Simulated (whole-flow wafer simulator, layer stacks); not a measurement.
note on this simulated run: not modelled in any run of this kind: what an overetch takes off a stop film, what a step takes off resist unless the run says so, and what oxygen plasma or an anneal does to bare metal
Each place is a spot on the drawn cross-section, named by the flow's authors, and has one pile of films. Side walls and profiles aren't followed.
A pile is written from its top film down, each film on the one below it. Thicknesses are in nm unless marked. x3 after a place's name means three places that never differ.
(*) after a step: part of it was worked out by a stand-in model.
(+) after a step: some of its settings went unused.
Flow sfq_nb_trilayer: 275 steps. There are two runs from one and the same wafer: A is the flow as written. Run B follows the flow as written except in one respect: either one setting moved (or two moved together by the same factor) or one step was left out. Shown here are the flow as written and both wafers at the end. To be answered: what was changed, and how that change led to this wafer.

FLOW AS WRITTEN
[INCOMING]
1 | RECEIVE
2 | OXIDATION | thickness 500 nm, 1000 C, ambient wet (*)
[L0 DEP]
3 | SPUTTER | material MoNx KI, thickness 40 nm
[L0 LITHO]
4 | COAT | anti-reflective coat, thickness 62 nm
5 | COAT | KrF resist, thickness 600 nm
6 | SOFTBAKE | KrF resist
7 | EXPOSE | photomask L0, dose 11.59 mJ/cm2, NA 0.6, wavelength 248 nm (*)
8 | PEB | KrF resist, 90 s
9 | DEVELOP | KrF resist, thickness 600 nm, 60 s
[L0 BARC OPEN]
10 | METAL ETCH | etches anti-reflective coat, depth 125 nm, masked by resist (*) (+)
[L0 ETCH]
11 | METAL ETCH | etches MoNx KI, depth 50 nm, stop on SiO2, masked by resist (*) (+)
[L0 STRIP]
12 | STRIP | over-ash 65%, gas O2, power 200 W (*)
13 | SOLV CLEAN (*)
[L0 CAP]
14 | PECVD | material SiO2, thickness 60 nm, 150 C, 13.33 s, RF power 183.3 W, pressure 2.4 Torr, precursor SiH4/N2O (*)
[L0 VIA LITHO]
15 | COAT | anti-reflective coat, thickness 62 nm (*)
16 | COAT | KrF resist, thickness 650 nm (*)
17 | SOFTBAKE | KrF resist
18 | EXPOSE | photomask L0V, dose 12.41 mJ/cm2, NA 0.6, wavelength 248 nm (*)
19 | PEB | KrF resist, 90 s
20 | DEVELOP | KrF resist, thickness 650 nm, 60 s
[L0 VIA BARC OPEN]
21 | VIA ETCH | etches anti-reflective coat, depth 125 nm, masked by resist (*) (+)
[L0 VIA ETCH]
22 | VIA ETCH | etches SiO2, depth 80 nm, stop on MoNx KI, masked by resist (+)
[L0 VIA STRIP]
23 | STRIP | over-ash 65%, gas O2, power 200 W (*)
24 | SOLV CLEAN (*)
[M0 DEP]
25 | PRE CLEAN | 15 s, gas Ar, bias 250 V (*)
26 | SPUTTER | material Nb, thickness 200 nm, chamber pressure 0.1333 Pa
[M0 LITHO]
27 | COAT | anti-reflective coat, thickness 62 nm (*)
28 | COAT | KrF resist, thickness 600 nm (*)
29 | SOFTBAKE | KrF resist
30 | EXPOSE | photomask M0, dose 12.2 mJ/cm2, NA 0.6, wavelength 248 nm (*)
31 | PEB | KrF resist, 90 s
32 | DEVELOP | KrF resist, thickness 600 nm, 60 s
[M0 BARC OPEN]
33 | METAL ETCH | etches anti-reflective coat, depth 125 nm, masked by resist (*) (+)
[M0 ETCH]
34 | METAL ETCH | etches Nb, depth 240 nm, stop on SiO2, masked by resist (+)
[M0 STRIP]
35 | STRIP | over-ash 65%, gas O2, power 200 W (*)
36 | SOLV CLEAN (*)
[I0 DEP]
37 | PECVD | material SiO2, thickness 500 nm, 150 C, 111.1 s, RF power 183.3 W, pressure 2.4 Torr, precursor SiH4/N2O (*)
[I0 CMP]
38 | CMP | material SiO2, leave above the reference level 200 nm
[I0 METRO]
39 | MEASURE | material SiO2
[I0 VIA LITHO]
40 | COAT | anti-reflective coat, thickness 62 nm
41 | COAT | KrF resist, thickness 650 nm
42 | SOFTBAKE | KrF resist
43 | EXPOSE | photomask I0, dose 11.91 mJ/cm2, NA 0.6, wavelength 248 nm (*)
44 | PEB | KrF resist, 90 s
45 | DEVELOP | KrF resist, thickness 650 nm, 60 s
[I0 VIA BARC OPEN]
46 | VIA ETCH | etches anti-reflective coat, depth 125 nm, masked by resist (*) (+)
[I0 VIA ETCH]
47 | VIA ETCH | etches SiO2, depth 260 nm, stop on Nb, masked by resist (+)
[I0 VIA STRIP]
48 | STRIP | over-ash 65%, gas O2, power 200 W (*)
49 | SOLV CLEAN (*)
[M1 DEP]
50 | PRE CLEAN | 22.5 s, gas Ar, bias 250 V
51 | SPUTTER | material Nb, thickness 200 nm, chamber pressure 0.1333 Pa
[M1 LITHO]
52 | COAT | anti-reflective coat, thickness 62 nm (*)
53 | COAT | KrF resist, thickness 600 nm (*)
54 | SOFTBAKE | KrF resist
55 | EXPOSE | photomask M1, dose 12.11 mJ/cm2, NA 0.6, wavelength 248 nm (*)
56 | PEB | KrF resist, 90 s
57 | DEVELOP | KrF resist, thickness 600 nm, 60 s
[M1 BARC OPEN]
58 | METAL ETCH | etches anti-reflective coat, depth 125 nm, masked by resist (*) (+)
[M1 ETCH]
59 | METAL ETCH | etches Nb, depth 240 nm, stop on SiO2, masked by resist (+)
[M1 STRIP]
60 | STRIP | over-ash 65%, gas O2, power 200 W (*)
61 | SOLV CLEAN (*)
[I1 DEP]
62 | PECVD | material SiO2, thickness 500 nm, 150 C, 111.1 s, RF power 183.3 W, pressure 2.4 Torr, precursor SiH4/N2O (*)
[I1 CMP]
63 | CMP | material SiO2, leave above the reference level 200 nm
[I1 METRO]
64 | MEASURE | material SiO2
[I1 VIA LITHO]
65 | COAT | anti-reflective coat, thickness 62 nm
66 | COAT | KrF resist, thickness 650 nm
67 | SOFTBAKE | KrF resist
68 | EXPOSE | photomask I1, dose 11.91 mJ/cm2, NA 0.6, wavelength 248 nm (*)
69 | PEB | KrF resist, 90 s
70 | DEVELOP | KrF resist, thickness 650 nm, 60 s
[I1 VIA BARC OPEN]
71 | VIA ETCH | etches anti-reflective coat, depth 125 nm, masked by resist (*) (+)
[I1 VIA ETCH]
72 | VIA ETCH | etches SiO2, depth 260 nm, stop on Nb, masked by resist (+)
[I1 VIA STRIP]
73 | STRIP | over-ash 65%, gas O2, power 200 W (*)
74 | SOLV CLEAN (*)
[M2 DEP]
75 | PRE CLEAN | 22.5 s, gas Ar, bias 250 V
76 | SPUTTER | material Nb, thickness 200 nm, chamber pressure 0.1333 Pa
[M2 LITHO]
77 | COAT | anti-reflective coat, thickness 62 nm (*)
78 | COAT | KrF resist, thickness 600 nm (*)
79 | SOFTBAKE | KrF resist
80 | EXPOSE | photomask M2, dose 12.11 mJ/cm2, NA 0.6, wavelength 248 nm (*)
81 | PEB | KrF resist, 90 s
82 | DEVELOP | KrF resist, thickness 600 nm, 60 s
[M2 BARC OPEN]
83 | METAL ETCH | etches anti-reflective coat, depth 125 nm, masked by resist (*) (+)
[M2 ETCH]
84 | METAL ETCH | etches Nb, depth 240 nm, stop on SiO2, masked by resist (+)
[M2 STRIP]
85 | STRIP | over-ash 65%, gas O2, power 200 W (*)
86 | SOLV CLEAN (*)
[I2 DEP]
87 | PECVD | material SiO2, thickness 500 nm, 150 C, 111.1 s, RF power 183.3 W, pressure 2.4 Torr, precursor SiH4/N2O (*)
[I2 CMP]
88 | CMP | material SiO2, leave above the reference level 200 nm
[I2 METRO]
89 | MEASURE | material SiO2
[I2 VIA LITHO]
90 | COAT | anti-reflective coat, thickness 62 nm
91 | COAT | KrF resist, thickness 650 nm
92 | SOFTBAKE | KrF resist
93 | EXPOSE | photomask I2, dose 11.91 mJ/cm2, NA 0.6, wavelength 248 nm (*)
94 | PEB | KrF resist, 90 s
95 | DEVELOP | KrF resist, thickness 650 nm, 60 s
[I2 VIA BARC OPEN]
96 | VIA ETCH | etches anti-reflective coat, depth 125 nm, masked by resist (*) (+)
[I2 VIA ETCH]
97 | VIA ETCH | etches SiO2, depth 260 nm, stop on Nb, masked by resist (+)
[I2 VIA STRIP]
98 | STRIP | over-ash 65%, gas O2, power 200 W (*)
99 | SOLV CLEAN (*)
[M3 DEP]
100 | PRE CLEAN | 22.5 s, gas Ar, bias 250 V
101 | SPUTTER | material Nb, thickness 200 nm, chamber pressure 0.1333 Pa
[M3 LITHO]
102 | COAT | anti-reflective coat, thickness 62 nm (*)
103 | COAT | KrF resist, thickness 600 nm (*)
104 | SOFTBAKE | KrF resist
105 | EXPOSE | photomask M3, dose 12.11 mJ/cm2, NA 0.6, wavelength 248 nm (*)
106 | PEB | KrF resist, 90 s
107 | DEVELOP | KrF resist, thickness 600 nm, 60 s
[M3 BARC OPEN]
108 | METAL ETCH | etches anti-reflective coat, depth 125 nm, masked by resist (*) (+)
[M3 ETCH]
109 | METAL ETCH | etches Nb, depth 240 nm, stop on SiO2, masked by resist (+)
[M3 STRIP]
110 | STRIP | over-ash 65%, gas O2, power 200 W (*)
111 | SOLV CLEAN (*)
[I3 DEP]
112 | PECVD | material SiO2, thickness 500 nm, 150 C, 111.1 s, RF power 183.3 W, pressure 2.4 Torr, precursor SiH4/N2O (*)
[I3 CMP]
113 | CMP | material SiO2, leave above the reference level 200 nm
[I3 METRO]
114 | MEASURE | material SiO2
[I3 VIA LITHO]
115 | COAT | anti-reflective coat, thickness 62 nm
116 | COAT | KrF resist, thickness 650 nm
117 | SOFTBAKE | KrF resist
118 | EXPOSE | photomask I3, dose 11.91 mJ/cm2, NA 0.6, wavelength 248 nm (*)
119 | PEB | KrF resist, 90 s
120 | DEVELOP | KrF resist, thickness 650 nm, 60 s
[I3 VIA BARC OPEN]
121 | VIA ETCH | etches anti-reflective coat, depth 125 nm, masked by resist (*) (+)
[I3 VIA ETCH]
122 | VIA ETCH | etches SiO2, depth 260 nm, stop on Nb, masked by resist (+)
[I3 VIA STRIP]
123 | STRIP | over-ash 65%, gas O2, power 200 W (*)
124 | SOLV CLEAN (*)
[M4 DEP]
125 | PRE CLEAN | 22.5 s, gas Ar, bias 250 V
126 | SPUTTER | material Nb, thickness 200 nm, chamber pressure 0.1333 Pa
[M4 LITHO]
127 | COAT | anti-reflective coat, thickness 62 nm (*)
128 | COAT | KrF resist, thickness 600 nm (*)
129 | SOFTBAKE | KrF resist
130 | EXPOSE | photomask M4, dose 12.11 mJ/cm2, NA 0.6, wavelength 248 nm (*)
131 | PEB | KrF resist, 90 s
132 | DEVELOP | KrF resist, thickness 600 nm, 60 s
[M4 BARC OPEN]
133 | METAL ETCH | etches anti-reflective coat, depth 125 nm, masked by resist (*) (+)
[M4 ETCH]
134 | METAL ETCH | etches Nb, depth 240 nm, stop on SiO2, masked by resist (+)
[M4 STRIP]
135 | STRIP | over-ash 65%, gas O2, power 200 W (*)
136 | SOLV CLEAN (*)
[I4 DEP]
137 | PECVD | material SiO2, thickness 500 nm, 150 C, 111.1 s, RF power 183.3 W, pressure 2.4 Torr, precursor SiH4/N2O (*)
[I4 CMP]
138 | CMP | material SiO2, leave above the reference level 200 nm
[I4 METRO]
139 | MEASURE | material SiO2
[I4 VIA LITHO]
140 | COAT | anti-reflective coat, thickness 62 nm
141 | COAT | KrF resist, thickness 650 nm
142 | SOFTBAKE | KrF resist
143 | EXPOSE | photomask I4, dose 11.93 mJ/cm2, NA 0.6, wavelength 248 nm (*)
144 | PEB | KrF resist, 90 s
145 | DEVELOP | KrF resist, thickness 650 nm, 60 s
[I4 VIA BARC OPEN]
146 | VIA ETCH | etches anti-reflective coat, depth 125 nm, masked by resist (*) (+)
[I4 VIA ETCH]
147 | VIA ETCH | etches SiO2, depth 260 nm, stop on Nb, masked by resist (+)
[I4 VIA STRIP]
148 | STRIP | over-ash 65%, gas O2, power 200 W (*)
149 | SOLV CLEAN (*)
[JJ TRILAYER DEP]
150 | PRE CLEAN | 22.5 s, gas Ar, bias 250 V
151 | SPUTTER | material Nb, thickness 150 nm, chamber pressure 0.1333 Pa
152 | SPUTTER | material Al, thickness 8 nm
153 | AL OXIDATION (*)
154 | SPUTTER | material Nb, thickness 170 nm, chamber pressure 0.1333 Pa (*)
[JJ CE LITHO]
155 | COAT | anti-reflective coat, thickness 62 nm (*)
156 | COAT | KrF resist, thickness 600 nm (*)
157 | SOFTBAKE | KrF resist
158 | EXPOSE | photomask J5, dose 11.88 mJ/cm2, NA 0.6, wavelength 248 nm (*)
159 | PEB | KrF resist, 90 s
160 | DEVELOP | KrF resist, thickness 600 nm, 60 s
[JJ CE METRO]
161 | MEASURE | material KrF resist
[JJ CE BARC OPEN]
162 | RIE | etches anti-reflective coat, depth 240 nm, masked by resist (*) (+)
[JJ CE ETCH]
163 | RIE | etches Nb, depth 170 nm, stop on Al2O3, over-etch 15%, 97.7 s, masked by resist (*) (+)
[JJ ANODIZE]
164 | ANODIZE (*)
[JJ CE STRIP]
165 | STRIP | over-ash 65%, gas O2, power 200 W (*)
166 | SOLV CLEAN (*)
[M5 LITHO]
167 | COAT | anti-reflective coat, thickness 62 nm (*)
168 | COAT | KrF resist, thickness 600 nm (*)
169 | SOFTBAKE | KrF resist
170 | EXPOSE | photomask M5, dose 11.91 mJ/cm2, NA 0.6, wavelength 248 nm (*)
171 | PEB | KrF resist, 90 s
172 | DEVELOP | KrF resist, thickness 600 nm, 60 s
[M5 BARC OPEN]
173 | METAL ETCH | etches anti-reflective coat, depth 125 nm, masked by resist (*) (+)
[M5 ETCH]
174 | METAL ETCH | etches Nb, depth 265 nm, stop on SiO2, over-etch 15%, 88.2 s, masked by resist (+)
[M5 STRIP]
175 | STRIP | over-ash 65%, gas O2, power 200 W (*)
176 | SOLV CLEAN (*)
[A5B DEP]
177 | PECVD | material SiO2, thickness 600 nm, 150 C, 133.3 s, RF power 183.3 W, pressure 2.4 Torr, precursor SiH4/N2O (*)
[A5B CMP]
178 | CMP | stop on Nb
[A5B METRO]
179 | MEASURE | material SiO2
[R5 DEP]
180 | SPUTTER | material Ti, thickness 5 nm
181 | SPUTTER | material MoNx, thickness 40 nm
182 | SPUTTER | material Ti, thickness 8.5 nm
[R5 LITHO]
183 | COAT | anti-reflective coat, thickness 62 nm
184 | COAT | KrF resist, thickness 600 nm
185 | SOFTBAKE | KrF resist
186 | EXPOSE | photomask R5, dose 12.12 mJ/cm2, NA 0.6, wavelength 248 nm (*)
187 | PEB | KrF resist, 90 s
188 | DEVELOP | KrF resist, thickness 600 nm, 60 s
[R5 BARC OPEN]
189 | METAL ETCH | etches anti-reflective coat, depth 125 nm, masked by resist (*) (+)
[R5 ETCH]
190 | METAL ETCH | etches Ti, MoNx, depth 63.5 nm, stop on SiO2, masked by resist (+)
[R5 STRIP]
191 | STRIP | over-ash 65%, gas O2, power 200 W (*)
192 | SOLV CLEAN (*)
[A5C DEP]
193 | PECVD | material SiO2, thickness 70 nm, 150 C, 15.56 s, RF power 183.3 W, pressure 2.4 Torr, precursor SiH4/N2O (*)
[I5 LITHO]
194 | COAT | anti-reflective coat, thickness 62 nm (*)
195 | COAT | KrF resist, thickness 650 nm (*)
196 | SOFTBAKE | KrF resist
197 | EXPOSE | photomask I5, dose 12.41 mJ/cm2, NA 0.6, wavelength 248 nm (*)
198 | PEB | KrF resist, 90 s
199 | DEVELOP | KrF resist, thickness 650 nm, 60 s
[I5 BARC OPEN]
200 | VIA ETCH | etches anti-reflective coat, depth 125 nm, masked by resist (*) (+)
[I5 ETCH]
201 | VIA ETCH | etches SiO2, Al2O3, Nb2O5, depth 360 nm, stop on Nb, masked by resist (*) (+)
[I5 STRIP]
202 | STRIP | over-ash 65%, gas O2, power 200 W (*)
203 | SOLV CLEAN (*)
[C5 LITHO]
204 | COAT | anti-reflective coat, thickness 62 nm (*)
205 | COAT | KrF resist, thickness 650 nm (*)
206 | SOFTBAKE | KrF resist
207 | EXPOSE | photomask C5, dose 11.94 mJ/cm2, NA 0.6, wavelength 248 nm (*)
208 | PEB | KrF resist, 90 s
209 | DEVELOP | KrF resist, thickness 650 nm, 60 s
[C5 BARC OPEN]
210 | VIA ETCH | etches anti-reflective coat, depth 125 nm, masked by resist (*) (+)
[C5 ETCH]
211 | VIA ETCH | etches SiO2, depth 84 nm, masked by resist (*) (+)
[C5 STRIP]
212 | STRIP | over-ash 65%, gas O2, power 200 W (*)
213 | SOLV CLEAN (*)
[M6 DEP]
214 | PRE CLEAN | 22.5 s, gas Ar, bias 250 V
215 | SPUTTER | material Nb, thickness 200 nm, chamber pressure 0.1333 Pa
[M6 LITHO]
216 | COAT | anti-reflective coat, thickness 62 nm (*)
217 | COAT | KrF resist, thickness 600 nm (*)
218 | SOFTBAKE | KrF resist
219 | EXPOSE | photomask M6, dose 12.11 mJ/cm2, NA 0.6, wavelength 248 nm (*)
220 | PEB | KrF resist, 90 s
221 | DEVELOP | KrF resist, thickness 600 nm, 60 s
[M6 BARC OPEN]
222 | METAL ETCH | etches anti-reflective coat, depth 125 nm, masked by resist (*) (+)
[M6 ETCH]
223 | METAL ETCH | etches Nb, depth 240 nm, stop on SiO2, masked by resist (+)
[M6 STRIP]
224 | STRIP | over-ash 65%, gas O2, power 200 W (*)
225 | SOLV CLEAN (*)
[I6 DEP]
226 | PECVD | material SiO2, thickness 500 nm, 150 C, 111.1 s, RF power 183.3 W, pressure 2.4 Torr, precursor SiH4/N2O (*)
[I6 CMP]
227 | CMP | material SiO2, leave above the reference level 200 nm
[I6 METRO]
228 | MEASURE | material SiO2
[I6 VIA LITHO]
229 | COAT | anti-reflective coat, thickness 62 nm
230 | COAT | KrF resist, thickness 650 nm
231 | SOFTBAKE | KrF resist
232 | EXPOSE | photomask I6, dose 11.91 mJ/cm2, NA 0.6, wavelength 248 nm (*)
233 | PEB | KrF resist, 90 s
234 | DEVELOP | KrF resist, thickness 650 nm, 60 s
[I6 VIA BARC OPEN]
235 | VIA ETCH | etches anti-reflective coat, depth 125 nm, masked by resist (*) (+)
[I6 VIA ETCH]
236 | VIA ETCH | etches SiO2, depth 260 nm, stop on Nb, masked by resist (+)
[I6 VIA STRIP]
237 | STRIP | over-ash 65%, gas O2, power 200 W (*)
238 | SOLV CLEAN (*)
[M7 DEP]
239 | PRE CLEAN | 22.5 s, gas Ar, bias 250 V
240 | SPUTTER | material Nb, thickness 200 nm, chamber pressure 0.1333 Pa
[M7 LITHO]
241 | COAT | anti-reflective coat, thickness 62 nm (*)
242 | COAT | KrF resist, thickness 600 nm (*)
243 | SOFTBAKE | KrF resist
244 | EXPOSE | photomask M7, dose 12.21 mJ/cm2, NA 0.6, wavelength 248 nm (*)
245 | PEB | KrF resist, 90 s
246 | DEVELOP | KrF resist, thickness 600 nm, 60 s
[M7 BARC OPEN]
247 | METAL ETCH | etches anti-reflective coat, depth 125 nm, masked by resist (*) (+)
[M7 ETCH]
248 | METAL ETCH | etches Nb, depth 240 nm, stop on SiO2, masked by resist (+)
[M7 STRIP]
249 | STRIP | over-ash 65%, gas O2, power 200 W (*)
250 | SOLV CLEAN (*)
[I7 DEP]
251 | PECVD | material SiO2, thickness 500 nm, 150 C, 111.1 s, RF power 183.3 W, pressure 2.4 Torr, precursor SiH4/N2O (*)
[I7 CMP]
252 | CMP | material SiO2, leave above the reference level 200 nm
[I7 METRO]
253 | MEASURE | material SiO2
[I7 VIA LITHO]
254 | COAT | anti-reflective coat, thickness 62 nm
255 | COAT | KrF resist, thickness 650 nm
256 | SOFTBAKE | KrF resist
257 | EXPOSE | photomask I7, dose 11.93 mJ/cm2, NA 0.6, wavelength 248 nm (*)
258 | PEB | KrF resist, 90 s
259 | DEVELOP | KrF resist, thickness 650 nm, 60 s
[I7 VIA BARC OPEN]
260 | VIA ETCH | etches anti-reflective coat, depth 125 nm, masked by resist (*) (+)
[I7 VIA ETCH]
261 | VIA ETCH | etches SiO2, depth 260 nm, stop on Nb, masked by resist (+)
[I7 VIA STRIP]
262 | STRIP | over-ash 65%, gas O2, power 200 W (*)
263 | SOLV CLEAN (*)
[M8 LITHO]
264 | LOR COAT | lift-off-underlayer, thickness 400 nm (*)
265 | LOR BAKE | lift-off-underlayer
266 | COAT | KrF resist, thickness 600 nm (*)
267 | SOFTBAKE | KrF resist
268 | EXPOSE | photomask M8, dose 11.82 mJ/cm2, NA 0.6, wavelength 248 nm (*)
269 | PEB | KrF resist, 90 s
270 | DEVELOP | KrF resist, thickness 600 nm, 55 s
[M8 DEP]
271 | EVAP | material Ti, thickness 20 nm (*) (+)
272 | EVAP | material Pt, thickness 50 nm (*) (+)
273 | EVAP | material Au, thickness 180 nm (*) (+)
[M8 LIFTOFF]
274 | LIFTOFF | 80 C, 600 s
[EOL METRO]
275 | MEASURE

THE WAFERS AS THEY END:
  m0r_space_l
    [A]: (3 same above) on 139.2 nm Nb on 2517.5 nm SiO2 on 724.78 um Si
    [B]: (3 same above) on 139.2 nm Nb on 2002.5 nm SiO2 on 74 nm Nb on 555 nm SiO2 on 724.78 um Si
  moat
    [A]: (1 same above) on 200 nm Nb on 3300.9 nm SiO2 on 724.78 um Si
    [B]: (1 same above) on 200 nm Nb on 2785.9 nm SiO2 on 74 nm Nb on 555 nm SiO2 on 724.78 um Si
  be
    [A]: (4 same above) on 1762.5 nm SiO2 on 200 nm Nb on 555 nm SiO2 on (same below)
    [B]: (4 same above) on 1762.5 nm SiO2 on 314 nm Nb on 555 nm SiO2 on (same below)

Cause: step 26, SPUTTER: thickness 314 nm was run, though the flow has thickness 200 nm.
The wafer itself shows it: be has Nb 314, and step 26 as written asks for 200 nm.

How this came from the change, step by step:
  26 | SPUTTER | material Nb, thickness 200 nm, chamber pressure 0.1333 Pa
      field_l, v_sur, via_wl and 102 more: A Nb gains 200 (new film) | B Nb gains 314 (new film)
      l0v: A Nb gains 195.7 (new film) | B Nb gains 310 (new film)
  34 | METAL ETCH | etches Nb, depth 240 nm, stop on SiO2, masked by resist (+)
      moat, m0r_space_l, m0r_space_r: A Nb loses 200 (all of it) | B Nb loses 240
  37 | PECVD | material SiO2, thickness 500 nm, 150 C, 111.1 s, RF power 183.3 W, pressure 2.4 Torr, precursor SiH4/N2O (*)
      moat, m0r_space_l, m0r_space_r: A SiO2 gains 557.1 | B SiO2 gains 597.1 (new film)
Taking metal films that touch as one body, m0r_space_l has 2 bodies (between them, from the top down: SiO2 2002.5); the flow as written gives 1 body.
Taking metal films that touch as one body, moat has 2 bodies (between them, from the top down: SiO2 2785.9); the flow as written gives 1 body.
